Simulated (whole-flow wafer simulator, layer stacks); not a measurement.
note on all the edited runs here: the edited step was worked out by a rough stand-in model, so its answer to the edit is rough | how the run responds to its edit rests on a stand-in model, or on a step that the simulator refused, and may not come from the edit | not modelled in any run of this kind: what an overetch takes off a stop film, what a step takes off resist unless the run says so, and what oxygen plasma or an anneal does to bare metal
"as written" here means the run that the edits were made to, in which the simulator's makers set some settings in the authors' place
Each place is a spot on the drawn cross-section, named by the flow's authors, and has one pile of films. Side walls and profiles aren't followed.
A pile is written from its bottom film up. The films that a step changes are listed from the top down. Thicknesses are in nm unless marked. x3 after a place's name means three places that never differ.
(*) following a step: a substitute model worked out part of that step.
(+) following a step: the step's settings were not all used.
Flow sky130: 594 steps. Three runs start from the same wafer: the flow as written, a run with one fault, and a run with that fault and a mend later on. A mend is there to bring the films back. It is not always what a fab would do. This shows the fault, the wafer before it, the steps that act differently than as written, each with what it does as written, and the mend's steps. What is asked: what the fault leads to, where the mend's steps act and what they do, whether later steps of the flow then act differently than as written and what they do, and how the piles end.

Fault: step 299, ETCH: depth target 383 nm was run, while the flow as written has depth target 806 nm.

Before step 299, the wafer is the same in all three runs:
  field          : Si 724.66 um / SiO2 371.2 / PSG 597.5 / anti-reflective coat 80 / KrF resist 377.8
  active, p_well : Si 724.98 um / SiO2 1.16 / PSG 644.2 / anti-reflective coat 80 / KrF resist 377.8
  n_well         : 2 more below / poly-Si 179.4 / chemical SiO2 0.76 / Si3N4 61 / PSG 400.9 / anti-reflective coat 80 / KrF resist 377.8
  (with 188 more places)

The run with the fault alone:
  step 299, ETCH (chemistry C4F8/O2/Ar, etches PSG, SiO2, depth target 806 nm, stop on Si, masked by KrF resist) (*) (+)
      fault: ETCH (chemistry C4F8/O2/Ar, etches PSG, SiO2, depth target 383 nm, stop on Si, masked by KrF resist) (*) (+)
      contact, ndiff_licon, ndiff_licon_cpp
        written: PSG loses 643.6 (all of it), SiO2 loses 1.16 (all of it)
        fault: PSG loses 383
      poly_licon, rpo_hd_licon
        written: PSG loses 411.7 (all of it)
        fault: PSG loses 383
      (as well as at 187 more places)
  Steps further on in the flow that do not act as written (not shown: 2 more steps that differ only slightly, by at most 2% or 0.5 nm, whichever is larger):
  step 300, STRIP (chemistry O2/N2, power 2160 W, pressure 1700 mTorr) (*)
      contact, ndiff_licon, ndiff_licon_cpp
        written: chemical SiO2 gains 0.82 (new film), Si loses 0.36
        fault: nothing
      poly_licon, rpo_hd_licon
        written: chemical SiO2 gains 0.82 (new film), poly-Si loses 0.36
        fault: nothing
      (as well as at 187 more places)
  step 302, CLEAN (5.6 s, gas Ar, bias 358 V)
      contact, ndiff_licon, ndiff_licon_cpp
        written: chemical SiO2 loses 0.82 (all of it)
        fault: PSG loses 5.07
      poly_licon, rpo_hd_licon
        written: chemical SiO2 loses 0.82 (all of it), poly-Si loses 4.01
        fault: PSG loses 5.07
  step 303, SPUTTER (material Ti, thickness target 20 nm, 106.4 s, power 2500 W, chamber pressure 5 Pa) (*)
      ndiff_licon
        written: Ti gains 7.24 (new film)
        fault: Ti gains 10.7 (new film)
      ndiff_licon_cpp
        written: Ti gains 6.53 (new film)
        fault: Ti gains 10.7 (new film)
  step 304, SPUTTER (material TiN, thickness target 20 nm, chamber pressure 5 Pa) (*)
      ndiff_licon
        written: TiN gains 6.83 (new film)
        fault: TiN gains 10.3 (new film)
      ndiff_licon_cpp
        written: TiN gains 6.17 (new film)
        fault: TiN gains 10.3 (new film)
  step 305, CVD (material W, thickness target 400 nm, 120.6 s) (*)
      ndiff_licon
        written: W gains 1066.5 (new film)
        fault: W gains 802.6 (new film)
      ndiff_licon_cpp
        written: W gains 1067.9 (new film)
        fault: W gains 802.6 (new film)
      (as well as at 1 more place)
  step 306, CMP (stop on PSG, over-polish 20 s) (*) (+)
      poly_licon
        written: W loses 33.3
        fault: W loses 61.3
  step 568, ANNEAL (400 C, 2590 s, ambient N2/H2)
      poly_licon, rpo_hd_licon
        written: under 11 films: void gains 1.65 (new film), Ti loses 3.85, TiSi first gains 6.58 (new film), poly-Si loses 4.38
        fault: nothing
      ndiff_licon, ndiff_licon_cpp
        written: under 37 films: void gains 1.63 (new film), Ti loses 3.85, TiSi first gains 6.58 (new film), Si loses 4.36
        fault: nothing
  The piles end different from the flow's at poly_licon, ndiff_licon, ndiff_licon_cpp, rpo_hd_licon by more than 2% or 0.5 nm, whichever is larger.
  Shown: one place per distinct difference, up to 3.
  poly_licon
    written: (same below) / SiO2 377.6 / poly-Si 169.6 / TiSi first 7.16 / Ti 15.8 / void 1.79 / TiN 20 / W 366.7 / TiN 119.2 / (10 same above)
    fault: (same below) / SiO2 377.6 / poly-Si 178.7 / PSG 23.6 / Ti 20 / TiN 20 / W 338.7 / TiN 119.2 / (10 same above)
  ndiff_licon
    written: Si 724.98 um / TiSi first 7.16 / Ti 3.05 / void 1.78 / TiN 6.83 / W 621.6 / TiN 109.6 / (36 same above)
    fault: Si 724.98 um / SiO2 1.16 / PSG 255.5 / Ti 10.7 / TiN 10.3 / W 357.7 / TiN 109.6 / (36 same above)
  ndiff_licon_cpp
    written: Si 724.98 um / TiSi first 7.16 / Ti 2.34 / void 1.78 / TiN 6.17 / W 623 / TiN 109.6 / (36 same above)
    fault: Si 724.98 um / SiO2 1.16 / PSG 255.5 / Ti 10.7 / TiN 10.3 / W 357.6 / TiN 109.6 / (36 same above)

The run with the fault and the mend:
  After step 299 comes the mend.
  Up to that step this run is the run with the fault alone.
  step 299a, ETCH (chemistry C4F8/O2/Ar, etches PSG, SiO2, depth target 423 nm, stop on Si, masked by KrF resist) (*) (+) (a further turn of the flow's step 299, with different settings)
      field, active, n_well and 184 more
        KrF resist loses 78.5
      contact, ndiff_licon, ndiff_licon_cpp
        PSG loses 260.6 (all of it), SiO2 loses 1.16 (all of it)
      poly_licon, rpo_hd_licon
        PSG loses 28.7 (all of it)
  Steps further on in the flow that do not act as written (not shown: 2 more steps that differ only slightly, by at most 2% or 0.5 nm, whichever is larger):
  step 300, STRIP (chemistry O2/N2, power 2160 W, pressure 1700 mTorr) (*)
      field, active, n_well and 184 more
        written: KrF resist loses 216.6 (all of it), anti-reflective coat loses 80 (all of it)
        mend: KrF resist loses 222.7 (all of it), anti-reflective coat loses 80 (all of it)
  When the end is reached, the piles differ only a little from the flow's at the places that both follow, at most by 2% or 0.5 nm, whichever is larger.
